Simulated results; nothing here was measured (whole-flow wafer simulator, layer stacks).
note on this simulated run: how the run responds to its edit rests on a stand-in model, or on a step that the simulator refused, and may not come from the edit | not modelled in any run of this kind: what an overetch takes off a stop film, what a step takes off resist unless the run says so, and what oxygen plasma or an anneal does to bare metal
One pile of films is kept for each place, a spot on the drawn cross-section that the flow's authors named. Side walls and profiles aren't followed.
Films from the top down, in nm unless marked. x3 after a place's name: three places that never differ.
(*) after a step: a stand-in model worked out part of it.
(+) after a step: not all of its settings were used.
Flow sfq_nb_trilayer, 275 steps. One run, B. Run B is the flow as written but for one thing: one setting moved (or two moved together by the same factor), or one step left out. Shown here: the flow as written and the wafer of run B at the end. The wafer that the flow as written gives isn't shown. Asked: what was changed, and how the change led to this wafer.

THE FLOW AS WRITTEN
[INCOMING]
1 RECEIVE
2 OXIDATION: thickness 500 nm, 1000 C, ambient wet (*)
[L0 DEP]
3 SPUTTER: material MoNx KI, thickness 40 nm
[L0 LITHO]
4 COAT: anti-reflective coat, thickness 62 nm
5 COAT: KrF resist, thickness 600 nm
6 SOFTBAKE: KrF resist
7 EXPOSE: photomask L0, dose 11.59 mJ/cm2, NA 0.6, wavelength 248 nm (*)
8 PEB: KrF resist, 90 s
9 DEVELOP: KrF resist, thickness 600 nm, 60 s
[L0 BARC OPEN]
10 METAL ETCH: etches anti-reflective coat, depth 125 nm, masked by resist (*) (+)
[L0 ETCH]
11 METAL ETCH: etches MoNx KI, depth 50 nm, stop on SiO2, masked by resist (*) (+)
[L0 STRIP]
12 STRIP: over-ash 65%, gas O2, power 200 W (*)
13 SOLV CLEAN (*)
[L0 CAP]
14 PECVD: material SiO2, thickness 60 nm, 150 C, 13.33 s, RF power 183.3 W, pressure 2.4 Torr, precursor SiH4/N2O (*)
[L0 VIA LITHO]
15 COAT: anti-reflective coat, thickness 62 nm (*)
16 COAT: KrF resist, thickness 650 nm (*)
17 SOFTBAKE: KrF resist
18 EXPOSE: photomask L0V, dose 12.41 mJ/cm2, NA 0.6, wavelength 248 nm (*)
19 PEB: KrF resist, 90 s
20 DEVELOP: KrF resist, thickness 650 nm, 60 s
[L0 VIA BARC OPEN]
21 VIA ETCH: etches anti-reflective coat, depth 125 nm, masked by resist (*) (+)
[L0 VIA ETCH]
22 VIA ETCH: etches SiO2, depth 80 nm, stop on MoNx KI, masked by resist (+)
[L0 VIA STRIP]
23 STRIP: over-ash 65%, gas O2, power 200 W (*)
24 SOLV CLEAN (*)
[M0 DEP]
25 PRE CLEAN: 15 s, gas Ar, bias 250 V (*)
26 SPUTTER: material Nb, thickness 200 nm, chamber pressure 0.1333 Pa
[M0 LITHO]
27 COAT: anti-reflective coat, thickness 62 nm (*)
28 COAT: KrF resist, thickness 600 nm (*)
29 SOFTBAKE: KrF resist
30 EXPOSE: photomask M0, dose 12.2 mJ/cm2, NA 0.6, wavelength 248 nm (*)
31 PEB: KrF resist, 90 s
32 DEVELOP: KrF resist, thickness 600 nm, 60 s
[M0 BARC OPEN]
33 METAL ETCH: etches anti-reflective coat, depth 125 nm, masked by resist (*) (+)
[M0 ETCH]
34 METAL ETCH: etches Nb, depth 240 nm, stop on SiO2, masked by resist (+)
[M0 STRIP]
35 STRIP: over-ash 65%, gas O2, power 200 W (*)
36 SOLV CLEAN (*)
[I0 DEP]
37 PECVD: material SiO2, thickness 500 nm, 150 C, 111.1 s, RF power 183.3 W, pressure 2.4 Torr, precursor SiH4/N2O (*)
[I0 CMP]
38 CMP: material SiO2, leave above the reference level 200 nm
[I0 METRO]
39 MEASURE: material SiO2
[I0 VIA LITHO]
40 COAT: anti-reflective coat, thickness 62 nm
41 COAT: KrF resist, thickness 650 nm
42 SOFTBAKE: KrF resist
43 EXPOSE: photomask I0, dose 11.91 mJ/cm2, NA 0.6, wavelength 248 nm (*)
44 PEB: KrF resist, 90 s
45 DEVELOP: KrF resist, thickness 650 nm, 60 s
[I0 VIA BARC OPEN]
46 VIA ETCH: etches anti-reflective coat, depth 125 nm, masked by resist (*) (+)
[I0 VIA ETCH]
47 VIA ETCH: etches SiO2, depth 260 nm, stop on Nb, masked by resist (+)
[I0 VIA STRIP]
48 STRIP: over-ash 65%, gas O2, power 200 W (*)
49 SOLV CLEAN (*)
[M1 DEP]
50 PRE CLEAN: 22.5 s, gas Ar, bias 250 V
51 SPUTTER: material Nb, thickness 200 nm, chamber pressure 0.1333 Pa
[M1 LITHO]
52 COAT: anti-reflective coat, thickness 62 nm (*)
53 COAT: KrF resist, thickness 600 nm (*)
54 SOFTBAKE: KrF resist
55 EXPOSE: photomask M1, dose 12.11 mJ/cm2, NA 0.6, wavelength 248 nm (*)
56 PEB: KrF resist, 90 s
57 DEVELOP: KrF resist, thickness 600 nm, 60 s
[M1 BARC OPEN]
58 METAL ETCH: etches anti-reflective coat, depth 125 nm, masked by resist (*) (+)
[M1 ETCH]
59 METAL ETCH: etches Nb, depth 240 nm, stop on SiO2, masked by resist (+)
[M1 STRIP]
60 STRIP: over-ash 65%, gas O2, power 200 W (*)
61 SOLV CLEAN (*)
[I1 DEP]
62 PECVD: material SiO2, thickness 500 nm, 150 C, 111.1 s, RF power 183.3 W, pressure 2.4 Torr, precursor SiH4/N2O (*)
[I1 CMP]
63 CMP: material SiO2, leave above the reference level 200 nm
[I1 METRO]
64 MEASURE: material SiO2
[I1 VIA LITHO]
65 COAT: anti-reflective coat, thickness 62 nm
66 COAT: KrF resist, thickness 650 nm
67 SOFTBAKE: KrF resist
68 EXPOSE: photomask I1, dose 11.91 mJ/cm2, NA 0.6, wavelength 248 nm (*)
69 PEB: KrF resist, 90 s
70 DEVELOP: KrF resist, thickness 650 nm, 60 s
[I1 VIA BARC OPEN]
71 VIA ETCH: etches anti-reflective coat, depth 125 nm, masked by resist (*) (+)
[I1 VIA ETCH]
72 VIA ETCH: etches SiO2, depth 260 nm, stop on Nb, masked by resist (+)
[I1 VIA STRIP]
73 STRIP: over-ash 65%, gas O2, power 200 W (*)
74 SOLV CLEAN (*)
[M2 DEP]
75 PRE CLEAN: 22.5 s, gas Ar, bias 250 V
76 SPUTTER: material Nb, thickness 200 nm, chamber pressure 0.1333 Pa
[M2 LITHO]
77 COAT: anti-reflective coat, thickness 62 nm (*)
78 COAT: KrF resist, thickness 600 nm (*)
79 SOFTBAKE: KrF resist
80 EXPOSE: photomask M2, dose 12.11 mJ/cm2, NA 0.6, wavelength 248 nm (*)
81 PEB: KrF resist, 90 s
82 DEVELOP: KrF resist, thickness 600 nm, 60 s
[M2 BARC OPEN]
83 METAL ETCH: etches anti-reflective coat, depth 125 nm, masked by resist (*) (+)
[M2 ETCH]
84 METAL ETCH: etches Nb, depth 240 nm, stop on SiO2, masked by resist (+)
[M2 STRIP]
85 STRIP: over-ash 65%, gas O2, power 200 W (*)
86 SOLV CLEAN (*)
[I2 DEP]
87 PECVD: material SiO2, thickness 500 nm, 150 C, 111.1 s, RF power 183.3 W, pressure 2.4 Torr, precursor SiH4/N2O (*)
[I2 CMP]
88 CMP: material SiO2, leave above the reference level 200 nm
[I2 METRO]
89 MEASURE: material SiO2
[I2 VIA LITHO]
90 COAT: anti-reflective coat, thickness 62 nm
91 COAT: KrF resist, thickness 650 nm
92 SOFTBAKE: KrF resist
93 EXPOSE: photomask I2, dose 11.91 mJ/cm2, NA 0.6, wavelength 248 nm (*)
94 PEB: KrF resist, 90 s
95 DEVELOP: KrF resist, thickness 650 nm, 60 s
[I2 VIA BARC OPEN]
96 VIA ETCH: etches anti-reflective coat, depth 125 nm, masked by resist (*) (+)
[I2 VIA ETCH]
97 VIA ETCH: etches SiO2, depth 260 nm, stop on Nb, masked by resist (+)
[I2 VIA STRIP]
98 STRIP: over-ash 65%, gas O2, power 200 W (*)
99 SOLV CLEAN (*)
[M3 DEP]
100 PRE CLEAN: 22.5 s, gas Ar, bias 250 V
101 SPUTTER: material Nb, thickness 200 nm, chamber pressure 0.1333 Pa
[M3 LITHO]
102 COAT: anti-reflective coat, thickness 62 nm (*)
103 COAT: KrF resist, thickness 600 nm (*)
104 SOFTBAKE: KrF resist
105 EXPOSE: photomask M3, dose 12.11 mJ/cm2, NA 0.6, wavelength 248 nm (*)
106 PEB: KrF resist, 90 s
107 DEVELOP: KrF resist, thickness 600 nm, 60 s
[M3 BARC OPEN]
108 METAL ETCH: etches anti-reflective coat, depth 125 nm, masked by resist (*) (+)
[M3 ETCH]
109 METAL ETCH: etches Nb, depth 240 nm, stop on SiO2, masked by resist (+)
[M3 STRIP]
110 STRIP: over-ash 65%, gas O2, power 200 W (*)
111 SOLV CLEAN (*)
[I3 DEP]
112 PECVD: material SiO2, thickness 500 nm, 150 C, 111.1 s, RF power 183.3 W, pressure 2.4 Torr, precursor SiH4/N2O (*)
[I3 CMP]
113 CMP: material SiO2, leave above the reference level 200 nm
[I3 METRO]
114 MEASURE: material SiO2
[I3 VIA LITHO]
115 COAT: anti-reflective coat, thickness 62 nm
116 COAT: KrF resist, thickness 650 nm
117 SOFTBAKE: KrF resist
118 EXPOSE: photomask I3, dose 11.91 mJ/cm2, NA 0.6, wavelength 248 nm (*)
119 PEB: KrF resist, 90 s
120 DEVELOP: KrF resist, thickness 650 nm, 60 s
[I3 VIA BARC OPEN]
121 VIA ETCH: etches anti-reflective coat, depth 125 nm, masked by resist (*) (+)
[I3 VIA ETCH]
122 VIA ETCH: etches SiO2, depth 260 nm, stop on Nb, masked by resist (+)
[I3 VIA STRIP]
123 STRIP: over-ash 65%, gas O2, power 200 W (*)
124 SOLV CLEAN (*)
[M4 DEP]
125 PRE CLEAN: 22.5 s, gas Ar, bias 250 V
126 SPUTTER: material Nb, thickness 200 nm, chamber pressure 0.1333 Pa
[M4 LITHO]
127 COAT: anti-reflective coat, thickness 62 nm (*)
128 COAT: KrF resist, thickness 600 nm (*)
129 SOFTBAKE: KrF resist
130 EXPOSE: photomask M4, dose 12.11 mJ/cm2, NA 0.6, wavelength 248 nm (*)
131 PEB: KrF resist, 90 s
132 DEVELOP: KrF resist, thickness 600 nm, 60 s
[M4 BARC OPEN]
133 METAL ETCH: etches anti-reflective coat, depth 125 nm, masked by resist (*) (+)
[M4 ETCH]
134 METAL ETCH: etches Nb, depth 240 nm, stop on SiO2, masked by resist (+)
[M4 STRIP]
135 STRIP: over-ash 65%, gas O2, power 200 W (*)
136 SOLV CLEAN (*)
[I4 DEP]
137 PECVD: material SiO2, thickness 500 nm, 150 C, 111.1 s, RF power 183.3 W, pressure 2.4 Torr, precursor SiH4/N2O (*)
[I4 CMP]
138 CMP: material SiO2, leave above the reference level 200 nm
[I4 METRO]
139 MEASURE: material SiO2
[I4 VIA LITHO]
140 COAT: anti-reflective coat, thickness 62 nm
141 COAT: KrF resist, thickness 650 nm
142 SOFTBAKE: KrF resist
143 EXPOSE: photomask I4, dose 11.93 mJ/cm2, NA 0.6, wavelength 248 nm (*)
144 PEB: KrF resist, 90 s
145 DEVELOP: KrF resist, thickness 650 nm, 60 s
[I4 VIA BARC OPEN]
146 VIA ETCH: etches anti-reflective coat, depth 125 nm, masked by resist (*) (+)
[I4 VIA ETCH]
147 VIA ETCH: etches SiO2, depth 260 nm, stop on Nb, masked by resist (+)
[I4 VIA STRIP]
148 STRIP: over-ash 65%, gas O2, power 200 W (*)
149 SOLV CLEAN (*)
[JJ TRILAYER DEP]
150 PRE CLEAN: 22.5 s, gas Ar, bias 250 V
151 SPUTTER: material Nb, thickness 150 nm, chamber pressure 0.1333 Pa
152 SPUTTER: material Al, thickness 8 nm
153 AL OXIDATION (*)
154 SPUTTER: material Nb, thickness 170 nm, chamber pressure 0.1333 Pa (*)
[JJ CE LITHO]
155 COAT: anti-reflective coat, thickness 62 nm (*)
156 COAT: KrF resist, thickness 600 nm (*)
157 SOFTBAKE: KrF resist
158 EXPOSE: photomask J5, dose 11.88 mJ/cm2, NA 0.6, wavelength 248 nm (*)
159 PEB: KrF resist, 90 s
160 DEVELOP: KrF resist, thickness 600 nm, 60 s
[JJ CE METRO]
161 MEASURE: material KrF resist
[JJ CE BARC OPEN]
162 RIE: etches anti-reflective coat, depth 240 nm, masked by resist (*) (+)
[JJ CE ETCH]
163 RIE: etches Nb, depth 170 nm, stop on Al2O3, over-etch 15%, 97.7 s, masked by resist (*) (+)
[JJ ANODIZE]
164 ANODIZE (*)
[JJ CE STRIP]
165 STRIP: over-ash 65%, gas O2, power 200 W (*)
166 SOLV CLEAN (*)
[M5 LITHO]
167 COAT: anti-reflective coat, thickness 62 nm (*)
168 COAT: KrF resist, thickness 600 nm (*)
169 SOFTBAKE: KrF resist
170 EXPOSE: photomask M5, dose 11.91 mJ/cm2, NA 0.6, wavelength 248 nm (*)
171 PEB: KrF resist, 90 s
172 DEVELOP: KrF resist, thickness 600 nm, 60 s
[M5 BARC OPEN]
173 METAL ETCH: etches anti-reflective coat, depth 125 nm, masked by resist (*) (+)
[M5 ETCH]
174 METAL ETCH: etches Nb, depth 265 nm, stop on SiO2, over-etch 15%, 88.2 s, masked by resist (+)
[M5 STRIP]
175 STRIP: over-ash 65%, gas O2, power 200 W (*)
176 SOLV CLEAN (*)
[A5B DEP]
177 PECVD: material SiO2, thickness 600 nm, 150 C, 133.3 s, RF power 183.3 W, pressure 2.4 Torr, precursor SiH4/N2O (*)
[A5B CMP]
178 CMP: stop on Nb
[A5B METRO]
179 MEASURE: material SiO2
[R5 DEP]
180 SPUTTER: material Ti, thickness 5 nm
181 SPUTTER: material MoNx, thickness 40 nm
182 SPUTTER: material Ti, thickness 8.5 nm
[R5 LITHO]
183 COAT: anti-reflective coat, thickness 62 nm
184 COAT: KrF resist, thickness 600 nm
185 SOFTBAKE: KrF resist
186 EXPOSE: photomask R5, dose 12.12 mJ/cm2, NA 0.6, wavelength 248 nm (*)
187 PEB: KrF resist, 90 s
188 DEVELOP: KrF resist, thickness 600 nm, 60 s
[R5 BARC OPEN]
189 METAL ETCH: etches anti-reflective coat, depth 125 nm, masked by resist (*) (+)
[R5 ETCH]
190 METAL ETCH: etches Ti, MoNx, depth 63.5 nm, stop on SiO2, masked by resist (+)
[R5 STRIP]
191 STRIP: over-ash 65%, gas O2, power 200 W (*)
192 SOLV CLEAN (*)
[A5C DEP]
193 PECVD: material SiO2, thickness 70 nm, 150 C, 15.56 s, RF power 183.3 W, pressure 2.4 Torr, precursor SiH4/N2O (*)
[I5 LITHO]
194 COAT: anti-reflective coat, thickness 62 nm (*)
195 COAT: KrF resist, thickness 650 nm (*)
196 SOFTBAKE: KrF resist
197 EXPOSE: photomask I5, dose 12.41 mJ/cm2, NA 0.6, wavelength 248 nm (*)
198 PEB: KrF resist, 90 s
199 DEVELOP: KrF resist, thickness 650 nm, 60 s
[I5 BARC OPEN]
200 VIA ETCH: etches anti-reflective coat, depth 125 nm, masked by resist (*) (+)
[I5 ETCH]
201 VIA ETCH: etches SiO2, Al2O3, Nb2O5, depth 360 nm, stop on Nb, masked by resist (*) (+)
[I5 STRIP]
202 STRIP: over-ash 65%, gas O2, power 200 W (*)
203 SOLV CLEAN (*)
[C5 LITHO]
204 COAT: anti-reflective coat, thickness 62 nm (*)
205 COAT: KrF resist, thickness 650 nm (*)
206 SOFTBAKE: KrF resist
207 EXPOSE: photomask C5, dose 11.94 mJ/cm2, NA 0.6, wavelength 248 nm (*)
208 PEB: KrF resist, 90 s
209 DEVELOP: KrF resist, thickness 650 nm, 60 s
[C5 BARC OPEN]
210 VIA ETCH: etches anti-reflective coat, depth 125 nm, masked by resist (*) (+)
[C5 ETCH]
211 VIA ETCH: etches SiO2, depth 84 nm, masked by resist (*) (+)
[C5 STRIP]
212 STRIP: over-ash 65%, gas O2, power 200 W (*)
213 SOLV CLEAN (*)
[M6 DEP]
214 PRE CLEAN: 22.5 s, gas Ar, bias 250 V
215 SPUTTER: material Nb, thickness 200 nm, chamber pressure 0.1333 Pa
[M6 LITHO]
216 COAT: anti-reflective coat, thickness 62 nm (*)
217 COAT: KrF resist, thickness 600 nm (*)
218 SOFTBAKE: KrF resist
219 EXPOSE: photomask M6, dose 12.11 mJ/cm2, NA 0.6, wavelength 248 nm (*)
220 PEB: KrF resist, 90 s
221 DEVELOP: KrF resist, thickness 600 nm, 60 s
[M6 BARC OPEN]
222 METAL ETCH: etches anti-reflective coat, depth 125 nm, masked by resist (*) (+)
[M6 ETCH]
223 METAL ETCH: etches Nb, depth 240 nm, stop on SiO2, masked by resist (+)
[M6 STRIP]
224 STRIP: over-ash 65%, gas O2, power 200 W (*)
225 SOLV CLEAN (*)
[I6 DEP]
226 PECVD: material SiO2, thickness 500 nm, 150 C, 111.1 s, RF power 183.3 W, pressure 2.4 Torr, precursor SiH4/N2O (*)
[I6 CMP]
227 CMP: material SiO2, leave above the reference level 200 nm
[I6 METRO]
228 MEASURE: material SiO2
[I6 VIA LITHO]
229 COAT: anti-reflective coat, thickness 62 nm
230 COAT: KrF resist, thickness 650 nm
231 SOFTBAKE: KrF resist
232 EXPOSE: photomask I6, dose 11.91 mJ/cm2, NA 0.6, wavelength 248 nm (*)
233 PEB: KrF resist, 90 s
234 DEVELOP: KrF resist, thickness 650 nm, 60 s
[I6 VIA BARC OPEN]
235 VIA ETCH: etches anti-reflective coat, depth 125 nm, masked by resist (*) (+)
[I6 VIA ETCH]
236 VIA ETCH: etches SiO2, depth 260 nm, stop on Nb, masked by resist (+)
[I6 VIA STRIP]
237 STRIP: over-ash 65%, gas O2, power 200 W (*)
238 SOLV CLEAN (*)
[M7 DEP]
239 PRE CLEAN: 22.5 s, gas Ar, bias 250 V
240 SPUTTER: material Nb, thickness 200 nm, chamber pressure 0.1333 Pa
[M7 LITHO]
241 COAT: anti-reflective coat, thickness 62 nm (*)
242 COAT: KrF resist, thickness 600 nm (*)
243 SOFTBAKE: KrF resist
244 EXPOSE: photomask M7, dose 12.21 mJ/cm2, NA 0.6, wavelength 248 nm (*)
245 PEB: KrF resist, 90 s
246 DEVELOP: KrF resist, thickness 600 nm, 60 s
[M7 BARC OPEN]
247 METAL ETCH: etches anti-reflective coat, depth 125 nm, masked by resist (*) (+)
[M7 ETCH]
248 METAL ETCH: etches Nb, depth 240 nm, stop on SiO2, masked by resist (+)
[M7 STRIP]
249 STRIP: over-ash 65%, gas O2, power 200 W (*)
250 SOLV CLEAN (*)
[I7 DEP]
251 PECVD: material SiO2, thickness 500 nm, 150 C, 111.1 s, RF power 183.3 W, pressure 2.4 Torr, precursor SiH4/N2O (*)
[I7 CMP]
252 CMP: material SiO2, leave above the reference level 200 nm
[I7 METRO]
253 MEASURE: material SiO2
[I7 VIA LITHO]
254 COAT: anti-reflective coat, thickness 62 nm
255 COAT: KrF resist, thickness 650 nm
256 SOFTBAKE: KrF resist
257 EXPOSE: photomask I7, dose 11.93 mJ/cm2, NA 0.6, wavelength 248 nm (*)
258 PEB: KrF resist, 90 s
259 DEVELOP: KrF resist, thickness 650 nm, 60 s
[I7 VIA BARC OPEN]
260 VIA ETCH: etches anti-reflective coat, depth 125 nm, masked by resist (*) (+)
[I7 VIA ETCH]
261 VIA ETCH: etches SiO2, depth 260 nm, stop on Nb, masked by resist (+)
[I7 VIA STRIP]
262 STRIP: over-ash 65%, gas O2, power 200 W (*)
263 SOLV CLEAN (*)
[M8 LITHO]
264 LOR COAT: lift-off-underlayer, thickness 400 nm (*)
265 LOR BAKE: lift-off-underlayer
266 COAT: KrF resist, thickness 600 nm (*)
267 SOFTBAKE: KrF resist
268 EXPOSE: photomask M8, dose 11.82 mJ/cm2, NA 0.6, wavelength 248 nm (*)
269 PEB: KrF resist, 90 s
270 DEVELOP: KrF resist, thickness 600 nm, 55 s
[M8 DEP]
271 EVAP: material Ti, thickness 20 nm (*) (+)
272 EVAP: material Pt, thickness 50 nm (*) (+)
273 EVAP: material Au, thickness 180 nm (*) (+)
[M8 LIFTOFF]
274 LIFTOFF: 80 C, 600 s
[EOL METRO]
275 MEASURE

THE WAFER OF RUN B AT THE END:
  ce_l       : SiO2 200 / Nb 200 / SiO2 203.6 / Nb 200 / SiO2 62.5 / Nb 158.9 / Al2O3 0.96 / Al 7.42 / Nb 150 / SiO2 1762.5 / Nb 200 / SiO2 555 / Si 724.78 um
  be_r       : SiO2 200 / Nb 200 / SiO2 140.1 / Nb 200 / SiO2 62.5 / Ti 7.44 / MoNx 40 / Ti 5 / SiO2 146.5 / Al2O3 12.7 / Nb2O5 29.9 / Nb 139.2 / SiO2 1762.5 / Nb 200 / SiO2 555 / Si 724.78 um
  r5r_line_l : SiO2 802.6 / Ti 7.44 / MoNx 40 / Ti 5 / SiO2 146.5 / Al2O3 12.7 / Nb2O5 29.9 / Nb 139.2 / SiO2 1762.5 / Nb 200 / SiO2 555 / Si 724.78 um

The cause: step 182, SPUTTER: thickness 7.438 nm was run, where the flow has thickness 8.5 nm.
It can be read off the wafer: be_r has Ti 7.44, and step 182 as written asks for 8.5 nm.

How the change led to this, step by step:
  182 SPUTTER: material Ti, thickness 8.5 nm
      field_l, v_sur, via_wl and 103 more: Ti +7.44 (new film) (as written it would be: Ti +8.5 (new film))
  190 METAL ETCH: etches Ti, MoNx, depth 63.5 nm, stop on SiO2, masked by resist (+)
      field_l, v_sur, via_wl and 92 more: Ti -7.44 (all of it), MoNx -40 (all of it), Ti -5 (all of it) (as written it would be: Ti -8.5 (all of it), MoNx -40 (all of it), Ti -5 (all of it))
      ce_l, c5j, ce_r, wl_jj: Ti -7.44 (all of it), MoNx -40 (all of it), Ti -5 (all of it), Nb -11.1 (as written it would be: Ti -8.5 (all of it), MoNx -40 (all of it), Ti -5 (all of it), Nb -10)
